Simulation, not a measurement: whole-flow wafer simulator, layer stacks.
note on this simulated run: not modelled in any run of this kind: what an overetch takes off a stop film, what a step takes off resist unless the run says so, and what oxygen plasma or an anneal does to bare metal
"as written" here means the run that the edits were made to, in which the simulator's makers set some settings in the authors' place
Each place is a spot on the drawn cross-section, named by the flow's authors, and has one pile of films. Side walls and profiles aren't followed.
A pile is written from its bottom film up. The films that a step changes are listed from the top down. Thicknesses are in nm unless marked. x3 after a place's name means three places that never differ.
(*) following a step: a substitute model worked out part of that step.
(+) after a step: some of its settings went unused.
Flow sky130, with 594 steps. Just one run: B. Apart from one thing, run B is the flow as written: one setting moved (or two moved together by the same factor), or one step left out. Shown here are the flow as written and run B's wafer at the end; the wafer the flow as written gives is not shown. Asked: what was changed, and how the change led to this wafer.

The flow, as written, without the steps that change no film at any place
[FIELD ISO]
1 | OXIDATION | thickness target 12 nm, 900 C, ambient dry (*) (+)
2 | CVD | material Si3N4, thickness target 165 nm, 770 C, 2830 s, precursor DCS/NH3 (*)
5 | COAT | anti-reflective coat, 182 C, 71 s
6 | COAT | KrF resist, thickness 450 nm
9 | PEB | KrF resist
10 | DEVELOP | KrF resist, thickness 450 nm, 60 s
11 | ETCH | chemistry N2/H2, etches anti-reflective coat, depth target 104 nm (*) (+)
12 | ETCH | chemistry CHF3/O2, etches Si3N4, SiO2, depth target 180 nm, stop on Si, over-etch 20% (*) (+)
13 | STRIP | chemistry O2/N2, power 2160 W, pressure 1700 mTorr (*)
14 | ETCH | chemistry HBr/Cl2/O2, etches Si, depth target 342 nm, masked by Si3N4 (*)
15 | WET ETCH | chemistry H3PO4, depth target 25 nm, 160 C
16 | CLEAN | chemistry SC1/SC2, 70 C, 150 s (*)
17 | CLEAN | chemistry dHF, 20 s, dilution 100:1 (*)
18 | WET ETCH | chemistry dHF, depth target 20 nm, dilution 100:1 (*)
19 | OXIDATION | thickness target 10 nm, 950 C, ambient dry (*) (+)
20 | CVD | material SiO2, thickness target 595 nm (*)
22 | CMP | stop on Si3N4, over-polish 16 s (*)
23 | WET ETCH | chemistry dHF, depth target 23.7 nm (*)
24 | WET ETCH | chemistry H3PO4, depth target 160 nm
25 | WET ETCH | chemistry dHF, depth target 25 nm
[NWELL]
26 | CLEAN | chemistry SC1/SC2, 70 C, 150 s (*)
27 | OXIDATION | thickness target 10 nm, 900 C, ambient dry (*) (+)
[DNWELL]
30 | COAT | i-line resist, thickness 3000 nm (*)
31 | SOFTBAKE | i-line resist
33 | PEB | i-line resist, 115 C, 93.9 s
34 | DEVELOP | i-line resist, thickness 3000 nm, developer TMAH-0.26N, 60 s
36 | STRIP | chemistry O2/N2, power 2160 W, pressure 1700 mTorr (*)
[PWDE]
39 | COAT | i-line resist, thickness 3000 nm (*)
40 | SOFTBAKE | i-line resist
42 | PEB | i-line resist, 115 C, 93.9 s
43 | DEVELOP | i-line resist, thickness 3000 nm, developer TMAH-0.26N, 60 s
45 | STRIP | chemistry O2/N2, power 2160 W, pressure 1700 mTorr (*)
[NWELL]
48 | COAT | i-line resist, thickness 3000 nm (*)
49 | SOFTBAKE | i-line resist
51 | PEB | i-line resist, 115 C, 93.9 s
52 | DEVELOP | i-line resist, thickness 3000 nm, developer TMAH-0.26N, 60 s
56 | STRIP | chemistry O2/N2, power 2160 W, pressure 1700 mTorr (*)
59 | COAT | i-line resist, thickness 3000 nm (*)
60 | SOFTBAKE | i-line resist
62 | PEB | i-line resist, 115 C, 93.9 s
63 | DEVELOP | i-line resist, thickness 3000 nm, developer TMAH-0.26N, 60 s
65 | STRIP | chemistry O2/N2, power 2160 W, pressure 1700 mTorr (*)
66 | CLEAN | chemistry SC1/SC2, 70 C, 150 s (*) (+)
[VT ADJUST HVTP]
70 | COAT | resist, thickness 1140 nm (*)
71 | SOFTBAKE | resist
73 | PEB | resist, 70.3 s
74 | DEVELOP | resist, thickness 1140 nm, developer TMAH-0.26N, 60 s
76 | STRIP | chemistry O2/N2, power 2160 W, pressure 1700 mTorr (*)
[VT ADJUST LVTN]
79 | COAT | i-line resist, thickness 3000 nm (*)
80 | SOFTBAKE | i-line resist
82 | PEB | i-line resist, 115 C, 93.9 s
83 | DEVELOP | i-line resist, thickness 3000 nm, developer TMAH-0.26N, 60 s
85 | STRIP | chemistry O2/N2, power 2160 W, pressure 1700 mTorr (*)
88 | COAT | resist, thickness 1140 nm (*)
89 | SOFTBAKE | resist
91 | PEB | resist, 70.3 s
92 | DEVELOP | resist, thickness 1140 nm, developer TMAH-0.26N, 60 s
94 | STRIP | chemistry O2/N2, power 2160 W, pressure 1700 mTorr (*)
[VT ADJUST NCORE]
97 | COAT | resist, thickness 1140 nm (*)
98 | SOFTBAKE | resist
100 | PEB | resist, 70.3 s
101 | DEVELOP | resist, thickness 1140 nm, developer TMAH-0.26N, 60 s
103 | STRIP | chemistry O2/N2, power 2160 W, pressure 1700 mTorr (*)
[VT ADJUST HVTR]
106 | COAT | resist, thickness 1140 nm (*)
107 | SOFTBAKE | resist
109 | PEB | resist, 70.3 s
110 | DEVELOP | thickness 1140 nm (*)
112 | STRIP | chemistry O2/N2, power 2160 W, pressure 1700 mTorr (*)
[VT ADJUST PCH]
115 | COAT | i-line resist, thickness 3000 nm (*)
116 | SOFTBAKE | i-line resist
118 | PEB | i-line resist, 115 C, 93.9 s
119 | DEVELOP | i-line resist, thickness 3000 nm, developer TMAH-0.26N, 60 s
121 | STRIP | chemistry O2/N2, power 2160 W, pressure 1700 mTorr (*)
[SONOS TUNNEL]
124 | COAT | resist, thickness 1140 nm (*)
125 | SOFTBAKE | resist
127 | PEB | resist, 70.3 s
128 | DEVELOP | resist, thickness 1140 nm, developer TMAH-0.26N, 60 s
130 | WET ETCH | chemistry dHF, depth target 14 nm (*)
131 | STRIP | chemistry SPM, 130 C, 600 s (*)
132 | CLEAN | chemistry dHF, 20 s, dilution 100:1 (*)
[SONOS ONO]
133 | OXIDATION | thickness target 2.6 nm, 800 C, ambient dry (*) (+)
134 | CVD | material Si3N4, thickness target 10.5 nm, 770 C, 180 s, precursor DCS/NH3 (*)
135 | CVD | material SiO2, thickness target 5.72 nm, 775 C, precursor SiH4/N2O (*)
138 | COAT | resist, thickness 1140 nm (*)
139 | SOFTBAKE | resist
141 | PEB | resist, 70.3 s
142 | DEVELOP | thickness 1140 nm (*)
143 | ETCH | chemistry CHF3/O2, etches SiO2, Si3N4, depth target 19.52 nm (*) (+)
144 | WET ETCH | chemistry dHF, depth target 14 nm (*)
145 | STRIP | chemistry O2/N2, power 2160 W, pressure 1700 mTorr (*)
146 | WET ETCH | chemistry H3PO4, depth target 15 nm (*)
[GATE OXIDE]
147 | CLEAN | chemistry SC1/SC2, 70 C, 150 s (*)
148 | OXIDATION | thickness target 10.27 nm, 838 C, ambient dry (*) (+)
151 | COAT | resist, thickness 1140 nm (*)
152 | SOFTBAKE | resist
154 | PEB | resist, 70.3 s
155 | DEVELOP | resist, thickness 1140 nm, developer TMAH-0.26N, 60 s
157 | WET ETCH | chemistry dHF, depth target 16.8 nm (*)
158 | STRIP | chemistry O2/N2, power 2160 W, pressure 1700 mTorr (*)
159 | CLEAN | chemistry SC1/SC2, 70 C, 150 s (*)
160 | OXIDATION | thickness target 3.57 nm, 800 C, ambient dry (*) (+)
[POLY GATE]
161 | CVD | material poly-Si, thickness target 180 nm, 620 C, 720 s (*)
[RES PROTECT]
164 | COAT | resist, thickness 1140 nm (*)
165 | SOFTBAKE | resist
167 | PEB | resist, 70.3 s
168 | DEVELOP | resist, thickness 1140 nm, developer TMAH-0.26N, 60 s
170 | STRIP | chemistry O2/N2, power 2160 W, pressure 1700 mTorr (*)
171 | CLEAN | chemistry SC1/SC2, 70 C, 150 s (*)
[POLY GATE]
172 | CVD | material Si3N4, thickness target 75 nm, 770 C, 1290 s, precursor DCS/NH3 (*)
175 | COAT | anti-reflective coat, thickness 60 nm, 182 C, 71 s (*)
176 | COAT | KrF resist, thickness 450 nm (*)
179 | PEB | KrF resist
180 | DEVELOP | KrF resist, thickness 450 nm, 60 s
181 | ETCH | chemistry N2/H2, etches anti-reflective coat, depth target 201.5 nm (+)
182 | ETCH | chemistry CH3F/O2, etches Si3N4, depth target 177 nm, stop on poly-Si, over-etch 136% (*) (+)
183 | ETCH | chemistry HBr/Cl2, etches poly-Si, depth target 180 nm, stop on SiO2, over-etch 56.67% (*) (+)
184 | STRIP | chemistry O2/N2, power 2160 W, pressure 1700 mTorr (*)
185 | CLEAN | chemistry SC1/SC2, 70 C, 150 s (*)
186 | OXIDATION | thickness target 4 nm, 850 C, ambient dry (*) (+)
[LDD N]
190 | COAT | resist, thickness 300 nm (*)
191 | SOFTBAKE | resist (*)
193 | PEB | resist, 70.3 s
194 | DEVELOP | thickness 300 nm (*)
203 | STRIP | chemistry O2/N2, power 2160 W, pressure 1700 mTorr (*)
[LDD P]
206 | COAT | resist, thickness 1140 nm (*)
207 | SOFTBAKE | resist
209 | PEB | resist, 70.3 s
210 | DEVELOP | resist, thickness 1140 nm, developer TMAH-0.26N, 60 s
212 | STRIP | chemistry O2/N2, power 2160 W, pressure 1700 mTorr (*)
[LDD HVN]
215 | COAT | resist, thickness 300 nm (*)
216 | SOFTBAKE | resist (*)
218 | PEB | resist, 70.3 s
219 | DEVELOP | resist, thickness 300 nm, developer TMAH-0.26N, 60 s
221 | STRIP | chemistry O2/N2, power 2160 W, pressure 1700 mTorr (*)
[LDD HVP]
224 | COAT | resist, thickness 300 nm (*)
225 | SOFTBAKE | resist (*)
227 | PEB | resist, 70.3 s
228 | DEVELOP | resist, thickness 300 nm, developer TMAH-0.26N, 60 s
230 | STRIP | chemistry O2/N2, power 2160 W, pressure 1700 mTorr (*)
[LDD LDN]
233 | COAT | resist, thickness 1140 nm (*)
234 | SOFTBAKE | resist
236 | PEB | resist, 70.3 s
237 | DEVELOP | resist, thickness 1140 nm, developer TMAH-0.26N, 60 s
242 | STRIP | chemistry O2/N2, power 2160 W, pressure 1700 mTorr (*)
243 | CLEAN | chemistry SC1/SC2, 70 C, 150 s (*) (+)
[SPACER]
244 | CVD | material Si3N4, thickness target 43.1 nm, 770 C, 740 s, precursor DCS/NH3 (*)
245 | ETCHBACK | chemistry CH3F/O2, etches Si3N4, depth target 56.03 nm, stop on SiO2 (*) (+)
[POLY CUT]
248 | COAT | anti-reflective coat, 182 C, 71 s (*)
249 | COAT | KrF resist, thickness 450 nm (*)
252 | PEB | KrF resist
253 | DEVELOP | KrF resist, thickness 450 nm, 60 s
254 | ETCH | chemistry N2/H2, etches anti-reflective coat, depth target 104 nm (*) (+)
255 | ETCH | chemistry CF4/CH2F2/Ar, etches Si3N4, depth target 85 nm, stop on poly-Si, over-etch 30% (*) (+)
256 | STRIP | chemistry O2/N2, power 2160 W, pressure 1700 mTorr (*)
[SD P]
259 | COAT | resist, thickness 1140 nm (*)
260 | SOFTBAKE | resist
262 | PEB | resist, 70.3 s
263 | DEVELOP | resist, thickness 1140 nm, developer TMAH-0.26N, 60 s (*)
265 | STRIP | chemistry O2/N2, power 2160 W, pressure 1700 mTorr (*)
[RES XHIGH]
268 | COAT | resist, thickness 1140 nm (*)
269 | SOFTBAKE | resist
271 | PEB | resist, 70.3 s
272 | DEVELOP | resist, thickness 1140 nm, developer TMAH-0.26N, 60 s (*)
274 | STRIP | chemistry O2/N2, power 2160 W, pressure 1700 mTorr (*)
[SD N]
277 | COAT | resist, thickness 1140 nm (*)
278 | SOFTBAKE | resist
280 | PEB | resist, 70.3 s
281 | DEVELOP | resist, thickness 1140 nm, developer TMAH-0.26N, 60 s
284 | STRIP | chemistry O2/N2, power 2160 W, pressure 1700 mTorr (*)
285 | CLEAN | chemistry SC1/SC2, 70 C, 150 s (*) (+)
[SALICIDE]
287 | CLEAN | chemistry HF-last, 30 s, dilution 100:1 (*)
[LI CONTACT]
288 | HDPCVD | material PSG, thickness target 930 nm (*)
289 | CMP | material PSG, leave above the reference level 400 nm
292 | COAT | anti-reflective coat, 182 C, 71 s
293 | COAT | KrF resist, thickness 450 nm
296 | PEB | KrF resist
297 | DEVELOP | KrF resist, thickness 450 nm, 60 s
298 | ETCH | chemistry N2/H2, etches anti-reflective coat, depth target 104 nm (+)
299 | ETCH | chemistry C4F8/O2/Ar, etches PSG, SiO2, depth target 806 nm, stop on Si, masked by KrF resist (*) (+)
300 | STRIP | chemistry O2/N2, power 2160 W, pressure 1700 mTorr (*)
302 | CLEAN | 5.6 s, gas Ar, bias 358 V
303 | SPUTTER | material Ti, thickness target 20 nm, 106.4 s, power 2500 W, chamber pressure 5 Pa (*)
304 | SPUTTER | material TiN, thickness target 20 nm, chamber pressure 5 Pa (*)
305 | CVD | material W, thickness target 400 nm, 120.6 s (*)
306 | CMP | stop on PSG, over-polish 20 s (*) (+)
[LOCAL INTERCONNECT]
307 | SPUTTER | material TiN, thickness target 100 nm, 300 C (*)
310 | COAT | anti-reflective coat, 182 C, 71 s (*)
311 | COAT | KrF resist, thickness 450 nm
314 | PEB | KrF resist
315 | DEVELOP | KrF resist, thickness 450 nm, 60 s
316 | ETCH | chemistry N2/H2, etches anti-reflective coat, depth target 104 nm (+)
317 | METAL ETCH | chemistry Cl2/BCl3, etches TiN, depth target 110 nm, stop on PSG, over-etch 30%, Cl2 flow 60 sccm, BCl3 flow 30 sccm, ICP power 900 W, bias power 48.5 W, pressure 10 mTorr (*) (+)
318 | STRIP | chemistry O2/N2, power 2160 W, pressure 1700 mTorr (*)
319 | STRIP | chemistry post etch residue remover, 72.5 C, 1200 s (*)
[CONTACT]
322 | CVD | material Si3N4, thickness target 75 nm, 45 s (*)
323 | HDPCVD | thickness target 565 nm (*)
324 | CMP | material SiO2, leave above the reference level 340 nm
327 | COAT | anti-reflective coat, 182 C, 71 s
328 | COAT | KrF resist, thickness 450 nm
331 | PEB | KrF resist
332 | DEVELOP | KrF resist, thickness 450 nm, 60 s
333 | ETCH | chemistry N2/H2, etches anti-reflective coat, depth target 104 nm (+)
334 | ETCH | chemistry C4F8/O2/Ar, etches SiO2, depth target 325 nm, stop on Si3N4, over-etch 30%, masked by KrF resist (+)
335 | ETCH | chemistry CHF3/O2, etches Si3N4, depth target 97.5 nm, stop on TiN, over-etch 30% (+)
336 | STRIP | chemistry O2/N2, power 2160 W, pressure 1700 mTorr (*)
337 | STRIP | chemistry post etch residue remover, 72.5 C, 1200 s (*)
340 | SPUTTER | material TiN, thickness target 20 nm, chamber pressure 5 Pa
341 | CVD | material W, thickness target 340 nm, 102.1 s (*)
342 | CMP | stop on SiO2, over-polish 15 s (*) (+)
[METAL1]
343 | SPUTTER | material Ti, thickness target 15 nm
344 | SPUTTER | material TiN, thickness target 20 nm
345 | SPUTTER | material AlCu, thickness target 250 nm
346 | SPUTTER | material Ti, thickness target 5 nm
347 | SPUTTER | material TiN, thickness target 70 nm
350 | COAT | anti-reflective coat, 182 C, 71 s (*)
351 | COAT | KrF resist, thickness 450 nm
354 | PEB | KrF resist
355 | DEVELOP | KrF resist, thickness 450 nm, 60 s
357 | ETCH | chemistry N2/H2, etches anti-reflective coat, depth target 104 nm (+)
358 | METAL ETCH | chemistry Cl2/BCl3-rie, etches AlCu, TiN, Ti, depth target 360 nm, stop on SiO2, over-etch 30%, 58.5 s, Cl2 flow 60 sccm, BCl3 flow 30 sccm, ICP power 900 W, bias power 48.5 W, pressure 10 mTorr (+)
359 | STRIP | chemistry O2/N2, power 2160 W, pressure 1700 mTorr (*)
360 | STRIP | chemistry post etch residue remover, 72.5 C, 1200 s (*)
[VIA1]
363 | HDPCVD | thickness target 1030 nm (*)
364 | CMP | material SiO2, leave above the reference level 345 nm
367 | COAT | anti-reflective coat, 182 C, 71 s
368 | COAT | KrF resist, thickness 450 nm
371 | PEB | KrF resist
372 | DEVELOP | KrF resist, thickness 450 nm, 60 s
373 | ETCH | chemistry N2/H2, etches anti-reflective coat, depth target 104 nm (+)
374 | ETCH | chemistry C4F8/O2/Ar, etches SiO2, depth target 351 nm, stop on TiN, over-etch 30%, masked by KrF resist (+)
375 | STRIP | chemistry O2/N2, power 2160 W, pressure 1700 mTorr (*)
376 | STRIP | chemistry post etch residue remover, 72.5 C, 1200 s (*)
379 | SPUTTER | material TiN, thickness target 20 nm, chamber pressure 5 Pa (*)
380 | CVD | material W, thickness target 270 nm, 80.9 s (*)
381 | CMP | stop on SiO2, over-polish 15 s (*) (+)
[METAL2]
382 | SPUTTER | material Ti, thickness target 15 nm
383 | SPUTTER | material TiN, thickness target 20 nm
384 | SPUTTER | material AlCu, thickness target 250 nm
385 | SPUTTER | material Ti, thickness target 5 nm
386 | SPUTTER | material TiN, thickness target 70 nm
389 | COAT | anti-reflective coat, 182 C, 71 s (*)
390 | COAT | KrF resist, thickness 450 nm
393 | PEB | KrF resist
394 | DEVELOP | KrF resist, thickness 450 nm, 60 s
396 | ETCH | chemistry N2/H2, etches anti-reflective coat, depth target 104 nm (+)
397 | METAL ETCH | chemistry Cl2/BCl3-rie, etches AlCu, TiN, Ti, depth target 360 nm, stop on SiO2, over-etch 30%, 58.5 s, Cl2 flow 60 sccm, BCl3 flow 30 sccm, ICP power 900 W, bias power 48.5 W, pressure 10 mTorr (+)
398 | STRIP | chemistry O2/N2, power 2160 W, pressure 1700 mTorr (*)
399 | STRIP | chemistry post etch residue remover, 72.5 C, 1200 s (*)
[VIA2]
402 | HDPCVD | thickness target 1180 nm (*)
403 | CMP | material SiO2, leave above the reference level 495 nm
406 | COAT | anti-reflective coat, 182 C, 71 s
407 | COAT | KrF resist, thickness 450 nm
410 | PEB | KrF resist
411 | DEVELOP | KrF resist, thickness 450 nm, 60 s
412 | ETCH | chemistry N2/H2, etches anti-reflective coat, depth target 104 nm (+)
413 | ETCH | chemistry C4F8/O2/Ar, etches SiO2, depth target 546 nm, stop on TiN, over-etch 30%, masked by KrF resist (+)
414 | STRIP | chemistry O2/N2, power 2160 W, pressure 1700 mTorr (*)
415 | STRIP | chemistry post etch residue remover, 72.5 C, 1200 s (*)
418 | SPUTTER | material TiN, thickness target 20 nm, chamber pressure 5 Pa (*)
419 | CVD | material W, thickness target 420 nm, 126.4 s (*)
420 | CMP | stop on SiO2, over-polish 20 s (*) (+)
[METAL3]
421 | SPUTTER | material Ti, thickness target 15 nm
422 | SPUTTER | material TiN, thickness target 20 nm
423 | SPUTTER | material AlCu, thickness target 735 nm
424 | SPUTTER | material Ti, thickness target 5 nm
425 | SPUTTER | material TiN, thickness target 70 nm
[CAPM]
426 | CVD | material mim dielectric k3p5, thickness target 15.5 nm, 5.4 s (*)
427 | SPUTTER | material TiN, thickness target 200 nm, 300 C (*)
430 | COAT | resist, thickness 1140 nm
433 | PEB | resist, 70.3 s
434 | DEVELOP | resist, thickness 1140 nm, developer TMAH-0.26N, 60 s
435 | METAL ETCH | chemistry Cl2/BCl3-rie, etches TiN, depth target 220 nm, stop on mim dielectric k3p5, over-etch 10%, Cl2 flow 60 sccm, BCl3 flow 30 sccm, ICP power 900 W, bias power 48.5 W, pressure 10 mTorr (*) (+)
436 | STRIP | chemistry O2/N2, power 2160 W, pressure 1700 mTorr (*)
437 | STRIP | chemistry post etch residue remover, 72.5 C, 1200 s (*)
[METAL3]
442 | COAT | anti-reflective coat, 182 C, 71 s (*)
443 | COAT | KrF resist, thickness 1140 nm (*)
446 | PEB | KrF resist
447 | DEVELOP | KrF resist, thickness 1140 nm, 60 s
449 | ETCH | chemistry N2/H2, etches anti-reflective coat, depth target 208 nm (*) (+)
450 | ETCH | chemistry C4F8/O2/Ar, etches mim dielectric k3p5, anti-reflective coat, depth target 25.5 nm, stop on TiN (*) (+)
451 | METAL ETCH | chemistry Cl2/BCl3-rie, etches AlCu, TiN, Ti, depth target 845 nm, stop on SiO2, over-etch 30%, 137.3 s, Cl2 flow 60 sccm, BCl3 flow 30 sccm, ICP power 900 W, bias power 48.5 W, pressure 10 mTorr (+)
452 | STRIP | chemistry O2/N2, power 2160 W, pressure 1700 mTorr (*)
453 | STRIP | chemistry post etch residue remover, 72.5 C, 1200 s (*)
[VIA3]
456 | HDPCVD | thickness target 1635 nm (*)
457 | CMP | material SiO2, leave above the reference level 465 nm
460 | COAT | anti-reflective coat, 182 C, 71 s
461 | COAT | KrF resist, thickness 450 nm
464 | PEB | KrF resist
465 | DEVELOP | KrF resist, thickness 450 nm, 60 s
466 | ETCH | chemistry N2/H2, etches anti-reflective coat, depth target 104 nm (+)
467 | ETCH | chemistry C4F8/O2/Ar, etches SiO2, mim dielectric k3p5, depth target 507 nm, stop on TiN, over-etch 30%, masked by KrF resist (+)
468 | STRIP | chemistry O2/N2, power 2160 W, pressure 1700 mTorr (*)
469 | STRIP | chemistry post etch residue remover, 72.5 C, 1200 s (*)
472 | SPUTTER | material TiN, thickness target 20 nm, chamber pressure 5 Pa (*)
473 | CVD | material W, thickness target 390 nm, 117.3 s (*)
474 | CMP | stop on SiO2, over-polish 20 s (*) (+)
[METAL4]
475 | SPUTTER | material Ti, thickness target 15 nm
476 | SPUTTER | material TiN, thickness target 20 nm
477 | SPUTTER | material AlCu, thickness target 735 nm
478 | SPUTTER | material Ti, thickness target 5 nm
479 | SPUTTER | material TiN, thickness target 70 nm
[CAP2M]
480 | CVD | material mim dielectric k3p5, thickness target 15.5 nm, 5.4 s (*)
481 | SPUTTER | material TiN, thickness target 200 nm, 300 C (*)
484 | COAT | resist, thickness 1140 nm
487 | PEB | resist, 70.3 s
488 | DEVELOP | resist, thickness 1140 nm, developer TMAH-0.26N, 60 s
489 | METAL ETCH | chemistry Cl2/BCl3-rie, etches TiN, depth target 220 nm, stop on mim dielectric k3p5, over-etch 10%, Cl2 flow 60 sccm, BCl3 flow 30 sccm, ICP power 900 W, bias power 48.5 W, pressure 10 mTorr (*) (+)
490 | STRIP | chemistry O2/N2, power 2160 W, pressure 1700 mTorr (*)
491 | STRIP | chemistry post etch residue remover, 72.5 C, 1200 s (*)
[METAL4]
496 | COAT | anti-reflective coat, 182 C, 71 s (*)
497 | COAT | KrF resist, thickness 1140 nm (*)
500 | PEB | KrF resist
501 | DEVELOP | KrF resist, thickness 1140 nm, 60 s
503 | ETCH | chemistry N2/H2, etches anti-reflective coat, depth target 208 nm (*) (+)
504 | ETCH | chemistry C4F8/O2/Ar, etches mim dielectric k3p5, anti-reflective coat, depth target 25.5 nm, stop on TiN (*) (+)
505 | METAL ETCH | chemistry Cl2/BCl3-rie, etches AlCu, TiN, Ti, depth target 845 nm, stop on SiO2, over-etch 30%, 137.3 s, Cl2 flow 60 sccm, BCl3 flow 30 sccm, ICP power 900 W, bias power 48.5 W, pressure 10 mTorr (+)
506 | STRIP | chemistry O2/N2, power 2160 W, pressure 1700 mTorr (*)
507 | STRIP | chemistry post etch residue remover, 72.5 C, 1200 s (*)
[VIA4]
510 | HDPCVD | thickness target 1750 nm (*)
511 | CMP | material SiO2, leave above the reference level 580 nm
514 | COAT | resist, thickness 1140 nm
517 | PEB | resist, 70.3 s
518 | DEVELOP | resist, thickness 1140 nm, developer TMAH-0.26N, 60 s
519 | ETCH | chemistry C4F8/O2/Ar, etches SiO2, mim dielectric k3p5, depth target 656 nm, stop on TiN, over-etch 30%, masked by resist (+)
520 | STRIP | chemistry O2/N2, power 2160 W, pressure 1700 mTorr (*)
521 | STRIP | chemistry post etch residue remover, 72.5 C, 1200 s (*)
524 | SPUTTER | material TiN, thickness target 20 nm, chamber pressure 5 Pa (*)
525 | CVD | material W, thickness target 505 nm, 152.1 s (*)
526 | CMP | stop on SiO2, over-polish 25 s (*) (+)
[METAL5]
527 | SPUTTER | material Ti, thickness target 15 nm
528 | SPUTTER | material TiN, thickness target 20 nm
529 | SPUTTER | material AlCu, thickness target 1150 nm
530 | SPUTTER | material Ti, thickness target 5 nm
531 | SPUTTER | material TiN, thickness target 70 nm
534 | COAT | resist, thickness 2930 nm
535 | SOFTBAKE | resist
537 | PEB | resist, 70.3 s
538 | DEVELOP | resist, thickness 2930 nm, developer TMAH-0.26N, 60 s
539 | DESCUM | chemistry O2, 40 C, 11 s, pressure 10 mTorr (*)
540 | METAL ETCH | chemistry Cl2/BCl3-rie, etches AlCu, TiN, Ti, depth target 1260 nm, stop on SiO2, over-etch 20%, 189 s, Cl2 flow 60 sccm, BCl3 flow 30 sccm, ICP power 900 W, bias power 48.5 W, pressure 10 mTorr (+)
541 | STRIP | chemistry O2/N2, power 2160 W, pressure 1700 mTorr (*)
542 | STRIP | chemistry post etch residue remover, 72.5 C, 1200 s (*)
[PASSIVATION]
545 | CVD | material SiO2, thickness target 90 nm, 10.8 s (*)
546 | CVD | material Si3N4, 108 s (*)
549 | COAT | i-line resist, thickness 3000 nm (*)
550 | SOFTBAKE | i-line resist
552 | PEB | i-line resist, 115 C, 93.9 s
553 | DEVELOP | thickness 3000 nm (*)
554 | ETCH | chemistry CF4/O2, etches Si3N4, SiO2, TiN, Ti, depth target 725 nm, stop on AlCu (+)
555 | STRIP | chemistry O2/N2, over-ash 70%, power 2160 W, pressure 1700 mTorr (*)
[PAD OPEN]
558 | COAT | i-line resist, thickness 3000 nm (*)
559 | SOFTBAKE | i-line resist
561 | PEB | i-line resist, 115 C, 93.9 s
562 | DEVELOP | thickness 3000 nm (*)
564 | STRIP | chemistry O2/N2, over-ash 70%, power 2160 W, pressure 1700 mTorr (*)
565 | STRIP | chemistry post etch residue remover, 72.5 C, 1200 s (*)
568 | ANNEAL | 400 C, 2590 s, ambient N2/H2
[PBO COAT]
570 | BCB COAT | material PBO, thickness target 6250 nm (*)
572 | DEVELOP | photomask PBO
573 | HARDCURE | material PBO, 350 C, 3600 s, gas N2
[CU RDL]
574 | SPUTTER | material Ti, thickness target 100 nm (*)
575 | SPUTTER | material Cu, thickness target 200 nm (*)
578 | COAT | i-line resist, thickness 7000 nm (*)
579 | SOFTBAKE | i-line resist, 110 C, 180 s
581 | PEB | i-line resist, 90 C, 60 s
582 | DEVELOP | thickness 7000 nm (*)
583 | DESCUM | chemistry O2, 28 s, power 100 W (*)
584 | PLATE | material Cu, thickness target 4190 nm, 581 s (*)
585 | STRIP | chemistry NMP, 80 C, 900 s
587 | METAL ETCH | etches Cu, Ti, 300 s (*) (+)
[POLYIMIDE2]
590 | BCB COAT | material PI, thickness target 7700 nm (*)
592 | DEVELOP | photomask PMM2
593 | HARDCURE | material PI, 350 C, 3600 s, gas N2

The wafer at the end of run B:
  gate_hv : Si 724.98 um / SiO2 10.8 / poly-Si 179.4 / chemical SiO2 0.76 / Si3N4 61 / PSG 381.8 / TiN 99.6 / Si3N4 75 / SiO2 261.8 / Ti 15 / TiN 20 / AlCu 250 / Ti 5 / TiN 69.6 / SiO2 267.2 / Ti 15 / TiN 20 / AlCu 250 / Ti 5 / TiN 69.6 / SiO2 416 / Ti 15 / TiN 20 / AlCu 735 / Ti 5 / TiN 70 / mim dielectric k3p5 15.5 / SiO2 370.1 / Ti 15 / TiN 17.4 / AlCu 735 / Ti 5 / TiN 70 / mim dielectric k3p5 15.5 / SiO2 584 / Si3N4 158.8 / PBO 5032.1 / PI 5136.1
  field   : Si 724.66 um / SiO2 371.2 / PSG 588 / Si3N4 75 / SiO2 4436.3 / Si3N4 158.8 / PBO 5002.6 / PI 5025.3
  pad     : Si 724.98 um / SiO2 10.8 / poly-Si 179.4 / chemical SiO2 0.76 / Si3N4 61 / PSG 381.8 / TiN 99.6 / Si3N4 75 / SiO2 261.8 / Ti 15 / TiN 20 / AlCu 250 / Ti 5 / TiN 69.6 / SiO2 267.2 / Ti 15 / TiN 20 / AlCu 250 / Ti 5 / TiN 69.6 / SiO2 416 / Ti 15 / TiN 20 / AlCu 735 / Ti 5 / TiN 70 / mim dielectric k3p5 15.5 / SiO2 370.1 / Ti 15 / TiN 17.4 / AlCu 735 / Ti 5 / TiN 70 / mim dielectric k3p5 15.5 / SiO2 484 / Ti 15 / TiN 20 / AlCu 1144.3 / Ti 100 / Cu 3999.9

Cause: step 476, SPUTTER: thickness target 17.4 nm was run, while the flow as written has thickness target 20 nm.
One can read it off the wafer: gate_hv has TiN 17.4, and step 476 as written asks for 20 nm.

How this came from the change, step by step:
  476 | SPUTTER | material TiN, thickness target 20 nm
      field, active, n_well and 189 more: +17.4 TiN (new film) (it would be, as written: +20 TiN (new film))
  505 | METAL ETCH | chemistry Cl2/BCl3-rie, etches AlCu, TiN, Ti, depth target 845 nm, stop on SiO2, over-etch 30%, 137.3 s, Cl2 flow 60 sccm, BCl3 flow 30 sccm, ICP power 900 W, bias power 48.5 W, pressure 10 mTorr (+)
      field, gate, spacer and 68 more: -70 TiN (all of it), -5 Ti (all of it), -735 AlCu (all of it), -17.4 TiN (all of it), -15 Ti (all of it), -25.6 SiO2 (it would be, as written: -70 TiN (all of it), -5 Ti (all of it), -735 AlCu (all of it), -20 TiN (all of it), -15 Ti (all of it), -25.4 SiO2)
      active, vpp_iso1, mim_edge_plate and 14 more: -70 TiN (all of it), -5 Ti (all of it), -735 AlCu (all of it), -17.4 TiN (all of it), -15 Ti (all of it), -25.6 SiO2 (it would be, as written: -70 TiN (all of it), -5 Ti (all of it), -735 AlCu (all of it), -20 TiN (all of it), -15 Ti (all of it), -25.3 SiO2)
